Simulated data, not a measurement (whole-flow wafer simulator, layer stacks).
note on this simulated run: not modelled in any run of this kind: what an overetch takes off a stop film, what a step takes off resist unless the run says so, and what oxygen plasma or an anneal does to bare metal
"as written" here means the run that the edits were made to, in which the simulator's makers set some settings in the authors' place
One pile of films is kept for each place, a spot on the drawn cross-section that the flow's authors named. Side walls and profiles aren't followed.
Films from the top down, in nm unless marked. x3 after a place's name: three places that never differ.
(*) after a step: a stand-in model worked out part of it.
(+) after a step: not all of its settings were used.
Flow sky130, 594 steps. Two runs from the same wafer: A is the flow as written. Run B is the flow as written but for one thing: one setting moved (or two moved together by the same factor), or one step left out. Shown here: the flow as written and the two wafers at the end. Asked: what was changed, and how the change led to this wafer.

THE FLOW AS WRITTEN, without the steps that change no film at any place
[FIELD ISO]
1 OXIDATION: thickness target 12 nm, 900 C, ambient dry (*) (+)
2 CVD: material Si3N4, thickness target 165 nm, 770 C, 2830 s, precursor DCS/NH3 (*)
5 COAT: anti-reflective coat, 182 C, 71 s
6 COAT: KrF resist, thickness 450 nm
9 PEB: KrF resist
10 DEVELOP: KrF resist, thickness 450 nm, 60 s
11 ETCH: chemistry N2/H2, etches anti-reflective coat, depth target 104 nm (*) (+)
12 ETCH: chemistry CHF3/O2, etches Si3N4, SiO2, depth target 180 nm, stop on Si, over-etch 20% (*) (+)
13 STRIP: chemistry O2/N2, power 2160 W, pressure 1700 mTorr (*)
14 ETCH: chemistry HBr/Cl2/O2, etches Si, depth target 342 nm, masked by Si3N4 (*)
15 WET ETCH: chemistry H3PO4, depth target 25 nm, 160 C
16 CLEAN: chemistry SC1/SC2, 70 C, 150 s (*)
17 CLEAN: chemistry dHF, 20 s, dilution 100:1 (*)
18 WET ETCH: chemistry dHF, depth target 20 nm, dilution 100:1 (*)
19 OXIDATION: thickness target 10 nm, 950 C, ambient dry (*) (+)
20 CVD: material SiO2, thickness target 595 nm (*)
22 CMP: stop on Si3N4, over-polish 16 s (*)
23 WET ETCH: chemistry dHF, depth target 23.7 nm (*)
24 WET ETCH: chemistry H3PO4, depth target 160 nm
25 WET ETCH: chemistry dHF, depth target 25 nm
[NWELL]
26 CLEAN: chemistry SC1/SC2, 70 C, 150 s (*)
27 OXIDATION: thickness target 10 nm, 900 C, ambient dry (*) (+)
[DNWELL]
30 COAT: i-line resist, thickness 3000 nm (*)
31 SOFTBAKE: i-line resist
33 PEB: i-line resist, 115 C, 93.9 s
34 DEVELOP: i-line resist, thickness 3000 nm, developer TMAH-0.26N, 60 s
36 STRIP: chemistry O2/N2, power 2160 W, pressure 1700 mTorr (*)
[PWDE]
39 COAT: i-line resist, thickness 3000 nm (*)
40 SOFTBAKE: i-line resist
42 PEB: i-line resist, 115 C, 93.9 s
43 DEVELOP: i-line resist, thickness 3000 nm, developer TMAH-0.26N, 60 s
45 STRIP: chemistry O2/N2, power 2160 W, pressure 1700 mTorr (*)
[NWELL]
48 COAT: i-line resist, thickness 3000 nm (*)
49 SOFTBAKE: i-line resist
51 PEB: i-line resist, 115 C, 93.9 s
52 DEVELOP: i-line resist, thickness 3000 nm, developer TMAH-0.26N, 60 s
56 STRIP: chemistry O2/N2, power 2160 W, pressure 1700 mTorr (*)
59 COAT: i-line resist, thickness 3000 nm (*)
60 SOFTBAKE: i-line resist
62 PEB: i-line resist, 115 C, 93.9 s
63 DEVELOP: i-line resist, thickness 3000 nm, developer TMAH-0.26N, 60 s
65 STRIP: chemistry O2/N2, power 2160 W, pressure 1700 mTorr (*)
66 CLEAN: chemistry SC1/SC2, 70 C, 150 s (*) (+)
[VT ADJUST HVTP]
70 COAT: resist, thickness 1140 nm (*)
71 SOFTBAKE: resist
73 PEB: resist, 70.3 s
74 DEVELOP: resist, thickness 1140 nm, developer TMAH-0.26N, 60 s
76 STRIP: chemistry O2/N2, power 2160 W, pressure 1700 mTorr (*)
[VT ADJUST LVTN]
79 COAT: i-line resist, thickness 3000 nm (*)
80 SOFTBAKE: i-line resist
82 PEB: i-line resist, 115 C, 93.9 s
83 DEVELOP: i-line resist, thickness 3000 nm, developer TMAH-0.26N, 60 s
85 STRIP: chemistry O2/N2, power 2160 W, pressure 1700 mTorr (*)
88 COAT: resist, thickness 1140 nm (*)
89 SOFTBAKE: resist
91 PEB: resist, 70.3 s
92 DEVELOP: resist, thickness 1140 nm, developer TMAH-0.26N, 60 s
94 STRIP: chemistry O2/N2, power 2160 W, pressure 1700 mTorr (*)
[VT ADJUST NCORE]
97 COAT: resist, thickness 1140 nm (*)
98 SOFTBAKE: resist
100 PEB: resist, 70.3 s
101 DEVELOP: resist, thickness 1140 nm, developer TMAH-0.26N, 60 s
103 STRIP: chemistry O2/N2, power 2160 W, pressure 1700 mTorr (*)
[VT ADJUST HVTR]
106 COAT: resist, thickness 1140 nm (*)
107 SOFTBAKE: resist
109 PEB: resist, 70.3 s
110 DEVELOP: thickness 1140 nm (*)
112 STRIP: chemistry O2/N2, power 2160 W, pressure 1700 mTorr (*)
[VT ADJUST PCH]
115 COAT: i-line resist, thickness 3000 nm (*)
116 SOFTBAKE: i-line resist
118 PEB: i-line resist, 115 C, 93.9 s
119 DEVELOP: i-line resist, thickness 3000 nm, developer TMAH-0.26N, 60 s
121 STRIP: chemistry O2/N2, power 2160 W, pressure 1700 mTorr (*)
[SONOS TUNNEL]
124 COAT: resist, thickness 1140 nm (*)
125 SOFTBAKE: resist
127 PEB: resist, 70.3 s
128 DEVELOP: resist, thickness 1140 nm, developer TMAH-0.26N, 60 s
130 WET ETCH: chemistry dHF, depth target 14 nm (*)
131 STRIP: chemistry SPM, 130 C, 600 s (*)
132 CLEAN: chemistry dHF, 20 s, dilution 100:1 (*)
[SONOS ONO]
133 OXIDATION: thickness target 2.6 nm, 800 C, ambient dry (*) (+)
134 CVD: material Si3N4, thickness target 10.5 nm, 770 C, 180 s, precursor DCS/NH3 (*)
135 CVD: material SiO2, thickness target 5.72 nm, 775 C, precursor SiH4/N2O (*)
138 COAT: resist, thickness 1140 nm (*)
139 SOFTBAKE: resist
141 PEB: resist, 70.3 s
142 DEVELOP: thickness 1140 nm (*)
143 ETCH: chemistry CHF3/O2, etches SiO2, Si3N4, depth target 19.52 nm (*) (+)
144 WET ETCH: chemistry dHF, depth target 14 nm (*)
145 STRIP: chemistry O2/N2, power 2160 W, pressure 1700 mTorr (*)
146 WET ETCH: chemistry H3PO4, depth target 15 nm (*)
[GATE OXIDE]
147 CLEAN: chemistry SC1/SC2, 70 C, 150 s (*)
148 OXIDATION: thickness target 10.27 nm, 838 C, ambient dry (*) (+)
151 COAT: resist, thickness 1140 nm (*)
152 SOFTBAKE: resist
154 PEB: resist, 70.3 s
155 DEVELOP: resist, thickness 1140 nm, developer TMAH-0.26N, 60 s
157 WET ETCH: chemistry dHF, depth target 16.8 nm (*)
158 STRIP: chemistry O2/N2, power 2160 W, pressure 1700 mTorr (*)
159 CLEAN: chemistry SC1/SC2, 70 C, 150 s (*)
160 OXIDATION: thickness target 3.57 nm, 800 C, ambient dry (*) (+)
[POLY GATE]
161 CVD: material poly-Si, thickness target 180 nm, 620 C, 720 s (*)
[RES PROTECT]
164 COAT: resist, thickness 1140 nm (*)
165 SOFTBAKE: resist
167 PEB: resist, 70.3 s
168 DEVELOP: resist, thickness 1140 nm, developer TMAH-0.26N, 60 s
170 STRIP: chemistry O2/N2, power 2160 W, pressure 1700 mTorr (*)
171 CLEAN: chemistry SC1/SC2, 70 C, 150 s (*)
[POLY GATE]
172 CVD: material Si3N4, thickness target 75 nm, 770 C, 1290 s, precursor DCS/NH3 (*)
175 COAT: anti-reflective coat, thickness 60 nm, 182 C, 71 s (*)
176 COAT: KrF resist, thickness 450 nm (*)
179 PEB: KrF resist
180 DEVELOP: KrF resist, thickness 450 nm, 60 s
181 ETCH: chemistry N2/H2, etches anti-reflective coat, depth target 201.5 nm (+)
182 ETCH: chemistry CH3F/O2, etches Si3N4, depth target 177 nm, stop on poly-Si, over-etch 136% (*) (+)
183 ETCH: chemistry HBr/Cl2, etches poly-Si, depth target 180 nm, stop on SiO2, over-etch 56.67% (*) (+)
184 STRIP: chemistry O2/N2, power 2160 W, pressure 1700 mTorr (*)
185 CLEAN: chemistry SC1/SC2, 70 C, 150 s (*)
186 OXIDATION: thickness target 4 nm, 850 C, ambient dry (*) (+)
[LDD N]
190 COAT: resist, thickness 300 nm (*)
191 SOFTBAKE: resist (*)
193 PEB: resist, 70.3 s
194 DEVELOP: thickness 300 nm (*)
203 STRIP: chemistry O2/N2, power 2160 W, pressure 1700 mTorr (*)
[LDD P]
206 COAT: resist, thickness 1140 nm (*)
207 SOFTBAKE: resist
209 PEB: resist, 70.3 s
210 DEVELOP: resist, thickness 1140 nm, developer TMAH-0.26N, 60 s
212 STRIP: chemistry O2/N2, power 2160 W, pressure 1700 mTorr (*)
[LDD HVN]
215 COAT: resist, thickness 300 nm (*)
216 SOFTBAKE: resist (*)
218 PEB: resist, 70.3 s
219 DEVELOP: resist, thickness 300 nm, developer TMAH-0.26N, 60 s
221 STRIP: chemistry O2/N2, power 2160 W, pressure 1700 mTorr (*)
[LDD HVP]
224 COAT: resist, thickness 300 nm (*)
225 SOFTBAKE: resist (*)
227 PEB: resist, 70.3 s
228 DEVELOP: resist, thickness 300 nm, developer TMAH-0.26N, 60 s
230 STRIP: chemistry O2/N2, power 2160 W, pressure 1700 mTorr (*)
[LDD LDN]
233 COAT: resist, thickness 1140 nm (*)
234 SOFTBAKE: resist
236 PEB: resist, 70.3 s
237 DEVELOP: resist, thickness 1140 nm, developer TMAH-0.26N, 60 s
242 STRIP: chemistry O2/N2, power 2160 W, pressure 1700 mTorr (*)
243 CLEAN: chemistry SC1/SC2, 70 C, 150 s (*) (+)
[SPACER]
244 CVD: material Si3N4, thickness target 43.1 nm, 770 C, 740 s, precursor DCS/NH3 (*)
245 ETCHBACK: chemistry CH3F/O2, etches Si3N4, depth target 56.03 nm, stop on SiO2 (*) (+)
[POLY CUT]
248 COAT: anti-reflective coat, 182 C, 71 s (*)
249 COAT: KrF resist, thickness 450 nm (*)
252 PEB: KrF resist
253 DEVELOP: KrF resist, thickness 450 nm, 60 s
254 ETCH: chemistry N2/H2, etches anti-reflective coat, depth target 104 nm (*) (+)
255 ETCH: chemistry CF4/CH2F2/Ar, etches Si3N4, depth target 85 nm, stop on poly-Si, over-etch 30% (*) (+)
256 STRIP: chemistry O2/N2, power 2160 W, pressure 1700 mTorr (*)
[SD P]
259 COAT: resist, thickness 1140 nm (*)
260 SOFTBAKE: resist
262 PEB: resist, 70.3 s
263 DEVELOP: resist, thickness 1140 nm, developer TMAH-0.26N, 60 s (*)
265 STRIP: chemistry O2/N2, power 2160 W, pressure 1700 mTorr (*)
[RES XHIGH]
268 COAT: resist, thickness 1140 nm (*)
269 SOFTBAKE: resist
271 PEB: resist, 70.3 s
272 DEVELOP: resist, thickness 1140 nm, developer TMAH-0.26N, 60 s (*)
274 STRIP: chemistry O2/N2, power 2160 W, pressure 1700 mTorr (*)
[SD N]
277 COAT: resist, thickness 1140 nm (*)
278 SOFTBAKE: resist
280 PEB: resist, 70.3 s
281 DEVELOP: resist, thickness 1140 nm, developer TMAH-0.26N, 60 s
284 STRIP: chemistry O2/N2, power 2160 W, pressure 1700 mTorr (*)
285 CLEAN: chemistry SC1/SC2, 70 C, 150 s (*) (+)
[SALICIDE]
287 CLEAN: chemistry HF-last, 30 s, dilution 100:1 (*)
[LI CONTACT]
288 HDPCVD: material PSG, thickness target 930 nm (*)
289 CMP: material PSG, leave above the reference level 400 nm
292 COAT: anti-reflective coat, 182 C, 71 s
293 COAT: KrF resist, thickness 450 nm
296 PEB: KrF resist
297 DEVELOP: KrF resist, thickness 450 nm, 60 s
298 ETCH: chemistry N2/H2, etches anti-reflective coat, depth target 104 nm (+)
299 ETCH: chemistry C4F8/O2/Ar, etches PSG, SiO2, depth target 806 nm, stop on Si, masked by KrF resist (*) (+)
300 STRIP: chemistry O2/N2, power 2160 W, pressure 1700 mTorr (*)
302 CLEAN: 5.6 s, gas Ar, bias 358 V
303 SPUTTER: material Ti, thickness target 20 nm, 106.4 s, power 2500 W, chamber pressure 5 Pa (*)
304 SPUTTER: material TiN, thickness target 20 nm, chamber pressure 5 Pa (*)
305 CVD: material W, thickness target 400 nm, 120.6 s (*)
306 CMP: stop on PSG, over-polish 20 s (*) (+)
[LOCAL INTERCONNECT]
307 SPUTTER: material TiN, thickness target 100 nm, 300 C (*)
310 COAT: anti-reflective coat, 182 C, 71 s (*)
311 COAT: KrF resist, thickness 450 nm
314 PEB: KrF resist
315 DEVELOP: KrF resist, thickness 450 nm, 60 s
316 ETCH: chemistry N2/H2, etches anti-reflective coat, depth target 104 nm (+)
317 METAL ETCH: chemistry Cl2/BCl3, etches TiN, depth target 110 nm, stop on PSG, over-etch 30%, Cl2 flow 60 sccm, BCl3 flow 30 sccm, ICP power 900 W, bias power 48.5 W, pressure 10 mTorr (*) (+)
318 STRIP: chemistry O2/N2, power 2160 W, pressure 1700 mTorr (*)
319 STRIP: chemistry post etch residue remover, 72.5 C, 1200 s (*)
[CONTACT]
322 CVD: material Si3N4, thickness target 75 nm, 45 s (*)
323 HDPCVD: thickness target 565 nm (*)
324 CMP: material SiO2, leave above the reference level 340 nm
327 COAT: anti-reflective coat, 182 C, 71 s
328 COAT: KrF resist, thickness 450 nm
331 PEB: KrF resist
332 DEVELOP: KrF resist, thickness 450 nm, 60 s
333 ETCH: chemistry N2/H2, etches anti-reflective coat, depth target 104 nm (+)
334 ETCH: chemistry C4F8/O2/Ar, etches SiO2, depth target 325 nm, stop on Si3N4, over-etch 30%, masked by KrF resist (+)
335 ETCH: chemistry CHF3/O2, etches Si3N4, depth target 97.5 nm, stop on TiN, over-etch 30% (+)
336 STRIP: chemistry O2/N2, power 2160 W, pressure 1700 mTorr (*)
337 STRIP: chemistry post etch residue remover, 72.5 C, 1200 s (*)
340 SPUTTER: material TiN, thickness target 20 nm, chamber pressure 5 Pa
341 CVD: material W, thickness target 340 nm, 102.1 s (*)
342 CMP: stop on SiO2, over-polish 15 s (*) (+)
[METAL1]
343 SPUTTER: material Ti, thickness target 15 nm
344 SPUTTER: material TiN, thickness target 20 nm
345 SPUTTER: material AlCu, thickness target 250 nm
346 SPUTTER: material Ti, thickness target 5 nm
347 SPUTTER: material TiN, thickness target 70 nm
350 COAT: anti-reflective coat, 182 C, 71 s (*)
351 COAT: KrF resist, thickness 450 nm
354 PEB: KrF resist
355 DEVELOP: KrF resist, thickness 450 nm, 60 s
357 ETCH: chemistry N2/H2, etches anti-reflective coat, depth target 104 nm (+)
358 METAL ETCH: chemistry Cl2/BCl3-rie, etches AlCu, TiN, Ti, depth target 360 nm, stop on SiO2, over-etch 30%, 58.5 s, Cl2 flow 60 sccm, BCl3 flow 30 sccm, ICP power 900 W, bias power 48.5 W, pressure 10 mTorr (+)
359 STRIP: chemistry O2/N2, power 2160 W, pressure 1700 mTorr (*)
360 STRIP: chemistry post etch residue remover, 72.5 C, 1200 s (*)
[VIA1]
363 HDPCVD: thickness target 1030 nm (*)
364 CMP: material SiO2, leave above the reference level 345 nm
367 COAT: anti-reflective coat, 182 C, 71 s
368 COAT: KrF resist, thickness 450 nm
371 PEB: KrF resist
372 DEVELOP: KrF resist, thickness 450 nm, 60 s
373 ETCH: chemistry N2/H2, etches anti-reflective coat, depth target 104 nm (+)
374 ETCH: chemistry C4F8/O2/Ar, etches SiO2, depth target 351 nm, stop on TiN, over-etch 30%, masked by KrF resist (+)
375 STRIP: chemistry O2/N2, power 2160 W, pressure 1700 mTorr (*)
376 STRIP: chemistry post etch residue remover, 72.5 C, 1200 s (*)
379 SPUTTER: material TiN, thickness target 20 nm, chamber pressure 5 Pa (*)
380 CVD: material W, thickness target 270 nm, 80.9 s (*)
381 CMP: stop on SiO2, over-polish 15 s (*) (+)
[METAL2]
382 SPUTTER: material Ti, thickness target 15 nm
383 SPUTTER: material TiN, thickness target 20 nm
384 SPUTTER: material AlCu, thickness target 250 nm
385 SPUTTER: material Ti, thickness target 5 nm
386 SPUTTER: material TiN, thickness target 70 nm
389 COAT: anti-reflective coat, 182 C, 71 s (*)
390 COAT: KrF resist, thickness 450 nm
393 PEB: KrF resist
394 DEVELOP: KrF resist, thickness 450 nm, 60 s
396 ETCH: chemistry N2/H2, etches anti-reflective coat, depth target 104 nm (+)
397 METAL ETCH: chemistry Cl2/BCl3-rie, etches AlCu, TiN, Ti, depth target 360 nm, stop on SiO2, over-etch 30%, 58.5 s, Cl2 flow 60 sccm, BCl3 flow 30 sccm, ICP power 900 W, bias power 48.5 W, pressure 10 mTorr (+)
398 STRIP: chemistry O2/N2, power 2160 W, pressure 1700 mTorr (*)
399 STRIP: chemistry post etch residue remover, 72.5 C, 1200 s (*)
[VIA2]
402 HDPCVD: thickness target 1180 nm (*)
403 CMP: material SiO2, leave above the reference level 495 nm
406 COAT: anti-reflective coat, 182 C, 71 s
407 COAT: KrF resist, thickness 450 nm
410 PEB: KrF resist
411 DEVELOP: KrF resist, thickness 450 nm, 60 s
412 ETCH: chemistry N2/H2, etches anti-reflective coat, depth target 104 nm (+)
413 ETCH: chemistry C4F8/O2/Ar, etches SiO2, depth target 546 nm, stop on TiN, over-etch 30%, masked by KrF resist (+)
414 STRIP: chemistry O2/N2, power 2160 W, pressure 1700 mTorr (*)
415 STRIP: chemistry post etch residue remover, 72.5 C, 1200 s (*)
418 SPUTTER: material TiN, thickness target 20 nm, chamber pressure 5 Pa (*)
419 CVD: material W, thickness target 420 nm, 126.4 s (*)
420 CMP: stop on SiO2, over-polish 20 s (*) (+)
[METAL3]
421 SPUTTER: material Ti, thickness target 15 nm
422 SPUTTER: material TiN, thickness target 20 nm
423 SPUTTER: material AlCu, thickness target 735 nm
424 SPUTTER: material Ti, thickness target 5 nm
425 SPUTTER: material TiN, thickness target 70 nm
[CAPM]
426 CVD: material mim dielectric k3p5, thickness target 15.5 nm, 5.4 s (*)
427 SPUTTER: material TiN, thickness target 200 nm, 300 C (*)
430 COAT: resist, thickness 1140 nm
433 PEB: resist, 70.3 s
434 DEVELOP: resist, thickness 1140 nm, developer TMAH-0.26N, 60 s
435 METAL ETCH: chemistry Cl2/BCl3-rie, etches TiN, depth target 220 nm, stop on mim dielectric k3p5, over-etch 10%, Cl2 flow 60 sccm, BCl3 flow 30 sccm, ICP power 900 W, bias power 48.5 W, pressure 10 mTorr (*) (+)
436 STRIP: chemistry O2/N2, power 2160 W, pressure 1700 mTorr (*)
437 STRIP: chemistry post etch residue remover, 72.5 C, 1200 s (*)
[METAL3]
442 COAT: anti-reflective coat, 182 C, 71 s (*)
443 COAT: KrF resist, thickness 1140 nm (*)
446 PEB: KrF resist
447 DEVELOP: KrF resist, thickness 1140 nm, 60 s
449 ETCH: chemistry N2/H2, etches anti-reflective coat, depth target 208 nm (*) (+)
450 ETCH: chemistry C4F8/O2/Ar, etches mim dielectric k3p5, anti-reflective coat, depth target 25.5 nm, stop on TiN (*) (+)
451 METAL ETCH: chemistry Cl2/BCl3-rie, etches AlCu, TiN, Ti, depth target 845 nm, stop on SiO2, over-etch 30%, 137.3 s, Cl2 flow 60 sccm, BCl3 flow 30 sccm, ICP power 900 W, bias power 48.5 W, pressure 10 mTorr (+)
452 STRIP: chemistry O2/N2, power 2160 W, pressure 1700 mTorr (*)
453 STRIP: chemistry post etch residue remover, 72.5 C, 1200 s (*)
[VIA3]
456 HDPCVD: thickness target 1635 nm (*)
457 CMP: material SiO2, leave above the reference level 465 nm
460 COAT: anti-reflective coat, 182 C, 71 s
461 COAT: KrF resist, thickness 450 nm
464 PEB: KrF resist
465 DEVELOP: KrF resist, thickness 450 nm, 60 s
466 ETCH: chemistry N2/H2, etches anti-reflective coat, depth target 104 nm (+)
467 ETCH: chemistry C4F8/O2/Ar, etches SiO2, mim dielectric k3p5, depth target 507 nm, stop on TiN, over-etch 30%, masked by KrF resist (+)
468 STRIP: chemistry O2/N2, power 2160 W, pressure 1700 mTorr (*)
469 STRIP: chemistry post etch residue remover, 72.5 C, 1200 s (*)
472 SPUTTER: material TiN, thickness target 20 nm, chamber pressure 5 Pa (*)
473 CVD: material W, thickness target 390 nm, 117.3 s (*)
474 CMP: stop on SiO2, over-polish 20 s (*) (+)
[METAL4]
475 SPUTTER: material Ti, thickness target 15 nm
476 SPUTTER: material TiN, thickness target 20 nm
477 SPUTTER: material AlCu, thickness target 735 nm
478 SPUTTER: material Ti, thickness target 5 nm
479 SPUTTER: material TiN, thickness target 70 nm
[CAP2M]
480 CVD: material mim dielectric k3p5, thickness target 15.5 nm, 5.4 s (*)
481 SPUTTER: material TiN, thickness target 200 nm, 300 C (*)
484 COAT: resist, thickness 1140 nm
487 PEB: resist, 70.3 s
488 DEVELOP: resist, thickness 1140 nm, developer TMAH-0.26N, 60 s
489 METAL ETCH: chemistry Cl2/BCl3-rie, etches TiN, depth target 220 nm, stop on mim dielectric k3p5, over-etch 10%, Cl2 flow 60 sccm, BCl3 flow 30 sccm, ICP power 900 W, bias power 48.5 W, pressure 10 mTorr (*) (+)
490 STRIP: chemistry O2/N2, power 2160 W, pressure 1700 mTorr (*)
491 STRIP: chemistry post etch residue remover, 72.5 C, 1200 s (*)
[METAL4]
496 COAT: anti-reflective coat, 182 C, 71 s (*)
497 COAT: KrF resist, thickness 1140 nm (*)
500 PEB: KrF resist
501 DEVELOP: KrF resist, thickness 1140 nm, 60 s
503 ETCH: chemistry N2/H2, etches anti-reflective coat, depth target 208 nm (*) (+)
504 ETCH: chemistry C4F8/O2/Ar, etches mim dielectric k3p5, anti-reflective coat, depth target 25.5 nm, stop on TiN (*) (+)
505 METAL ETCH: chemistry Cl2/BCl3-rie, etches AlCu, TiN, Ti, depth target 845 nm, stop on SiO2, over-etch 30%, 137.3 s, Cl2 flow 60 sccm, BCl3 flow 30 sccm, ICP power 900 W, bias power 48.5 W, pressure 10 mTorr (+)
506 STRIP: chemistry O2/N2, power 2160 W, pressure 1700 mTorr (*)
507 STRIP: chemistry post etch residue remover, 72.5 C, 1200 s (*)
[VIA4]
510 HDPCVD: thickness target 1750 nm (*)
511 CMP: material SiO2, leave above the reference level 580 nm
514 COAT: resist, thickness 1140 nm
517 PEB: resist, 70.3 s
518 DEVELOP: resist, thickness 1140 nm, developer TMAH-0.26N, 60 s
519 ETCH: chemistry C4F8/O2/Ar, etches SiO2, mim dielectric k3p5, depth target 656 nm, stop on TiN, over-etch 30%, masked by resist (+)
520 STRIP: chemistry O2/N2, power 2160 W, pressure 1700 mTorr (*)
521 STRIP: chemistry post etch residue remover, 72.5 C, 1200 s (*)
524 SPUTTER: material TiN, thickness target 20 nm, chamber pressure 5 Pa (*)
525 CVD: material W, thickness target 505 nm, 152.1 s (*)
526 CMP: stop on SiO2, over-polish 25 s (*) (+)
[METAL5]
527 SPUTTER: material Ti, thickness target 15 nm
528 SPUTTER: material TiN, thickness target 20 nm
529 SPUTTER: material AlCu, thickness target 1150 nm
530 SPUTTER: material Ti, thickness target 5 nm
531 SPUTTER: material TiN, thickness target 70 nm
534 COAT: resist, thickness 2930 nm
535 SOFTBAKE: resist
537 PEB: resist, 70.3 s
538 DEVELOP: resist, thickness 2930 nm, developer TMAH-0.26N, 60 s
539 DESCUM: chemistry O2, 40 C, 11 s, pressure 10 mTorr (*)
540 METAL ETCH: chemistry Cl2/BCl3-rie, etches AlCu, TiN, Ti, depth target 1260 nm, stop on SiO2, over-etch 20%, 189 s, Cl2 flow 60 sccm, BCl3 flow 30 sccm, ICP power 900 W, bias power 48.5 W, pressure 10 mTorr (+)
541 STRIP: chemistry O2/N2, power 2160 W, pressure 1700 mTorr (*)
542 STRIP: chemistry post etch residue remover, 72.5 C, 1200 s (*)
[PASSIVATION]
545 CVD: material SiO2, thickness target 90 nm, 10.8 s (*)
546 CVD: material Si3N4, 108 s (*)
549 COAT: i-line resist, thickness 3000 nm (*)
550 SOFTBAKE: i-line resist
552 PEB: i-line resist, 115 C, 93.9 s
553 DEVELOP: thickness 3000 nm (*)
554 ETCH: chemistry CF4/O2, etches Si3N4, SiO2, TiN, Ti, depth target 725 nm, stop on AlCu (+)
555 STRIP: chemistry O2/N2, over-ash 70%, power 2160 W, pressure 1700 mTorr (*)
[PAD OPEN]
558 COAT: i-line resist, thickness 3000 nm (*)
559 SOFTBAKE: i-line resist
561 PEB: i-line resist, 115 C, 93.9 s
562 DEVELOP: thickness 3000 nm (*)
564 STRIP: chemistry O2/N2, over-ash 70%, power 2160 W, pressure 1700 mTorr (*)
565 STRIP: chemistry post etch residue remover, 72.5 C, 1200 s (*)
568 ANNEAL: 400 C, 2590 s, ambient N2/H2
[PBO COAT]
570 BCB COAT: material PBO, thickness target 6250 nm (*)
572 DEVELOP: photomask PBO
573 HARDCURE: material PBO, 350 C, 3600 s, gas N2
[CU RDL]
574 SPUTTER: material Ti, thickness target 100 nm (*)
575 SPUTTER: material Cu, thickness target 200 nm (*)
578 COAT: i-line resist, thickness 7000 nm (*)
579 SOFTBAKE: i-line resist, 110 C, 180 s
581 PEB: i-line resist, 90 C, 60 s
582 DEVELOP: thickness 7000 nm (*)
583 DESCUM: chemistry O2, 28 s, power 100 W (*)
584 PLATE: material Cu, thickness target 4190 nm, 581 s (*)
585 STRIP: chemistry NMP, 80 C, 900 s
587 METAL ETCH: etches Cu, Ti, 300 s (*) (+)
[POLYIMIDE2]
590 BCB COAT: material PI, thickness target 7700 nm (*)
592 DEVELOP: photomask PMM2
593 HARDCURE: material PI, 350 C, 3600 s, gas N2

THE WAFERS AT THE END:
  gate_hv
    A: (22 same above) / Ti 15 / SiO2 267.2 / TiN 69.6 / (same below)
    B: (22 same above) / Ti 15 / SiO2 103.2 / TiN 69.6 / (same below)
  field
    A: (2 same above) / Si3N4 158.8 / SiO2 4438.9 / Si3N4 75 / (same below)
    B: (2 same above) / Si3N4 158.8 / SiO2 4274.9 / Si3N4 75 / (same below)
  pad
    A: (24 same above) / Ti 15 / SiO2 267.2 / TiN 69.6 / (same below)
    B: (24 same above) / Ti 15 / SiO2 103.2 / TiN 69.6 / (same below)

The cause: step 364, CMP: leave above the reference level 181 nm was run, where the flow has leave above the reference level 345 nm.

How the change led to this, step by step:
  364 CMP: material SiO2, leave above the reference level 345 nm
      n_well, p_well, gate_hv and 100 more: A SiO2 -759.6 | B SiO2 -923.6
      field, active, gate and 81 more: A SiO2 -389.1 | B SiO2 -553.1
      (and at 4 more places)
  374 ETCH: chemistry C4F8/O2/Ar, etches SiO2, depth target 351 nm, stop on TiN, over-etch 30%, masked by KrF resist (+)
      field, active, n_well and 186 more: A KrF resist -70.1 | B KrF resist -27.5
      m1, via1_hole: A SiO2 -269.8 (all of it) | B SiO2 -105.8 (all of it)
  375 STRIP: chemistry O2/N2, power 2160 W, pressure 1700 mTorr (*)
      field, active, n_well and 186 more: A KrF resist -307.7 (all of it), anti-reflective coat -80 (all of it) | B KrF resist -350.3 (all of it), anti-reflective coat -80 (all of it)
  379 SPUTTER: material TiN, thickness target 20 nm, chamber pressure 5 Pa (*)
      m1: A TiN +11 | B TiN +14.8
      via1_hole: A TiN +10.9 | B TiN +14.8
  380 CVD: material W, thickness target 270 nm, 80.9 s (*)
      m1: A W +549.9 (new film) | B W +382 (new film)
      via1_hole: A W +549.9 (new film) | B W +382.1 (new film)
